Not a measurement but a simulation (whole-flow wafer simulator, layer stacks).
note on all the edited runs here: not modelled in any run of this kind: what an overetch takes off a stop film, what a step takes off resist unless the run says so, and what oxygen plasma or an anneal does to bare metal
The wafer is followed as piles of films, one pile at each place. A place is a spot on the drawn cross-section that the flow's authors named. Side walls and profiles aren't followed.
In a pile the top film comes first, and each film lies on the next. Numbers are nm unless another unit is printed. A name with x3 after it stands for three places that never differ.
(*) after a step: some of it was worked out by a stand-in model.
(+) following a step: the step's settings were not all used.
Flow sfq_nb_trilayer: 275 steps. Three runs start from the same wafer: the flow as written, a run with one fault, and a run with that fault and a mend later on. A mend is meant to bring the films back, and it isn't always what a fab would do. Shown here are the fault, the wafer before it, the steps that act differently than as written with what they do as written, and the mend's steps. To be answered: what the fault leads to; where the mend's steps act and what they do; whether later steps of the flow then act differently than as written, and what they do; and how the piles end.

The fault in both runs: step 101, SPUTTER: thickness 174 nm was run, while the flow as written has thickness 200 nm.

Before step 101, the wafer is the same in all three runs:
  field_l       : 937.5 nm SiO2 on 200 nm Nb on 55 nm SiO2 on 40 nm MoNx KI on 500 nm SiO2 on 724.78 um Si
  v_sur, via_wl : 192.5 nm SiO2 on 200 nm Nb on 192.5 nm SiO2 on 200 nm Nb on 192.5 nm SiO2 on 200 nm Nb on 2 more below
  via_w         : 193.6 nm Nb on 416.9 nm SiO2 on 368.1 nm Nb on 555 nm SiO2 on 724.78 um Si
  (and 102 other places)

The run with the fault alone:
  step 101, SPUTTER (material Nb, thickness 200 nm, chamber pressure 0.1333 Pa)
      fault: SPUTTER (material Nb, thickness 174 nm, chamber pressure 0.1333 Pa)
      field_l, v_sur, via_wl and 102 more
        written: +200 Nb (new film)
        fault: +174 Nb (new film)
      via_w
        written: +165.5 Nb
        fault: +143.8 Nb
  Later steps of the flow acting differently than as written (5 more steps, not shown, differ only slightly: by at most 2% or 0.5 nm, whichever is larger):
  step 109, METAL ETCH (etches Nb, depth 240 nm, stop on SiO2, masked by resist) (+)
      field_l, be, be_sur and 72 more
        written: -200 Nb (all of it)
        fault: -174 Nb (all of it)
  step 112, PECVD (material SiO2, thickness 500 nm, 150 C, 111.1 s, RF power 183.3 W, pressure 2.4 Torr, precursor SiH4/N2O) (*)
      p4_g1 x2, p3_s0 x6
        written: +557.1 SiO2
        fault: +531.1 SiO2
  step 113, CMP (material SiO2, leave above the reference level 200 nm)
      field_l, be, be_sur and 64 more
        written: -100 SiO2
        fault: -126 SiO2
  By the end, the piles at v_sur, via_wl, via_w and 29 more depart from the flow's by more than 2% or 0.5 nm, whichever is larger.
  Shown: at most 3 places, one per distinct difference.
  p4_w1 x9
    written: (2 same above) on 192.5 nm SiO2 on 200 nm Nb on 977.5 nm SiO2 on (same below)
    fault: (2 same above) on 192.5 nm SiO2 on 174 nm Nb on 977.5 nm SiO2 on (same below)
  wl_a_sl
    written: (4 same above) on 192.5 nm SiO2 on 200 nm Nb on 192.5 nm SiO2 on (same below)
    fault: (4 same above) on 192.5 nm SiO2 on 174 nm Nb on 192.5 nm SiO2 on (same below)
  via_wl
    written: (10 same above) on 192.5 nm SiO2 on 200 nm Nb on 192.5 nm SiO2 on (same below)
    fault: (10 same above) on 192.5 nm SiO2 on 174 nm Nb on 192.5 nm SiO2 on (same below)

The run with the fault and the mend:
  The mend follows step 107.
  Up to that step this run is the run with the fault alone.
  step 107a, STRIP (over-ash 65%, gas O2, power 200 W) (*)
      p4_fl x3, p4_g1 x2, p3_s0 x6 and 42 more
        -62 anti-reflective coat (all of it)
      p4_w1 x9, wl_j_sl, wl_jj and 13 more
        -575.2 KrF resist (all of it), -62 anti-reflective coat (all of it)
      r_sur, res, r_end and 9 more
        -61.8 anti-reflective coat (all of it)
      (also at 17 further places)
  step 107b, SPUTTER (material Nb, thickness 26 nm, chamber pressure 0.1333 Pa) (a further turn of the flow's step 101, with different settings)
      field_l, v_sur, via_wl and 102 more
        +26 Nb
      via_w
        +19.7 Nb
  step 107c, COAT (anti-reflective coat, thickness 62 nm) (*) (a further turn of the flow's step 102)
      p4_fl x3, p4_w1 x9, p4_g1 x2 and 63 more
        +62 anti-reflective coat (new film)
      r_sur, res, r_end and 9 more
        +61.8 anti-reflective coat (new film)
      jj_sur, ce_l, c5j, ce_r, sp_r, be_r
        +61.7 anti-reflective coat (new film)
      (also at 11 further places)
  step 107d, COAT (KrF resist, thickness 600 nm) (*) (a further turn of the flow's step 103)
      p4_fl x3, p4_w1 x9, p4_g1 x2 and 63 more
        +600 KrF resist (new film)
      r_end, moat, field_r, lsp_l, l0_sur
        +599.4 KrF resist (new film)
      be_r, r_sur, res, l0v
        +599.3 KrF resist (new film)
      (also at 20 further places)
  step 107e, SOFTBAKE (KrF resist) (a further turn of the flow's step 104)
      leaves every film unchanged at each place that is followed
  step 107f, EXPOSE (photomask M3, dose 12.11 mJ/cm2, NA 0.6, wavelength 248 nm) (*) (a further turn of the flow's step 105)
      leaves every film unchanged at each place that is followed
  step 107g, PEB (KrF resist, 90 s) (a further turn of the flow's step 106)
      wire, be, be_sur and 96 more
        -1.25 KrF resist
      field_l, via_v
        -1.24 KrF resist
      via_wl, via_wr
        -1.26 KrF resist
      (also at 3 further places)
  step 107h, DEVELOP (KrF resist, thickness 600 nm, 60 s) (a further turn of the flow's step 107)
      p4_fl x3, p4_g1 x2, p3_s0 x6 and 42 more
        -598.7 KrF resist (all of it)
      v_sur, via_wl, via_w and 28 more
        -23.5 KrF resist
      field_r, lsp_l, ln_m5, lsp_m, ln_m6, lsp_r, l0_sur
        -598.2 KrF resist (all of it)
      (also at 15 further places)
  Later steps of the flow that are run all act as written at every place that is followed, up to a difference of at most 2% or 0.5 nm, whichever is larger.
  When the end is reached, the piles differ only a little from the flow's at the places that both follow, at most by 2% or 0.5 nm, whichever is larger.
